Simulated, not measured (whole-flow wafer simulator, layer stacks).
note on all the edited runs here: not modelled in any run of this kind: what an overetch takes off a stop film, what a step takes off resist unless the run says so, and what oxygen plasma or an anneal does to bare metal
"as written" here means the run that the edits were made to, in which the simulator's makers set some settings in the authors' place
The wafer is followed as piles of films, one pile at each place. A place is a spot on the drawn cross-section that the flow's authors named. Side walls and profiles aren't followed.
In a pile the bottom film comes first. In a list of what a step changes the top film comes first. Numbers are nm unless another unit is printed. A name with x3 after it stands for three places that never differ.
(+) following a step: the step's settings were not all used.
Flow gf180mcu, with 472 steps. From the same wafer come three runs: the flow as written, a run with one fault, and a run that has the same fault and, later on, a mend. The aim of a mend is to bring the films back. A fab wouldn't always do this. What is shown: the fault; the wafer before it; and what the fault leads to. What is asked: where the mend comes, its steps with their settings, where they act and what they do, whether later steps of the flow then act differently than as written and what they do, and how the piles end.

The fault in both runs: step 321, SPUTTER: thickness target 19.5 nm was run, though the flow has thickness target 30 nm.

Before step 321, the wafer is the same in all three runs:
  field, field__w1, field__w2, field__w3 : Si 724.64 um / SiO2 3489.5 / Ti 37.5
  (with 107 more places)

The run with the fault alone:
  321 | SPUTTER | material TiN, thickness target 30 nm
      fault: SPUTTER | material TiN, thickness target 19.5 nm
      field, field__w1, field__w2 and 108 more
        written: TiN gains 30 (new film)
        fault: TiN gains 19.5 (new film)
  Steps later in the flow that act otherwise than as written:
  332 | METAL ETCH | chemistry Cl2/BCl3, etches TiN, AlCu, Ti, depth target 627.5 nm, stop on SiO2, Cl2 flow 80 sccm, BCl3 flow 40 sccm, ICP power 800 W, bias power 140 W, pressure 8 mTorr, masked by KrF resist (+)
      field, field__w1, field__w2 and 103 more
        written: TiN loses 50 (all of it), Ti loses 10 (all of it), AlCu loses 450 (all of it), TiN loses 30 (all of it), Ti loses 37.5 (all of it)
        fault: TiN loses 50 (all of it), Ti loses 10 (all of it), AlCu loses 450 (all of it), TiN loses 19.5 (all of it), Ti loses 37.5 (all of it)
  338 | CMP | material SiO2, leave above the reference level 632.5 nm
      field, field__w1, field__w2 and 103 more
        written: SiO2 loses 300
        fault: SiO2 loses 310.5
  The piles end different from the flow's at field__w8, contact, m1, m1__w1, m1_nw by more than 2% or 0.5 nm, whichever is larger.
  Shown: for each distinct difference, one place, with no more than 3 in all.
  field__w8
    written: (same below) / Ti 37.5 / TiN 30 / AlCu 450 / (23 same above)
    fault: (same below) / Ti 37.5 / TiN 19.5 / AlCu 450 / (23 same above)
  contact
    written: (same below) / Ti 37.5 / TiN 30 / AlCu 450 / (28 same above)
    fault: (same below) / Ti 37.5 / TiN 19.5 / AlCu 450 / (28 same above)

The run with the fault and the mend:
  The mend stands after step 321.
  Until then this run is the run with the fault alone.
  321a | SPUTTER | material TiN, thickness target 10.5 nm (the flow's step 321 again, with other settings)
      field, field__w1, field__w2 and 108 more
        TiN gains 10.5
  Later steps of the flow that are run all act as written at every place that is followed.
  At every place that both follow, the piles at the end match the flow's.
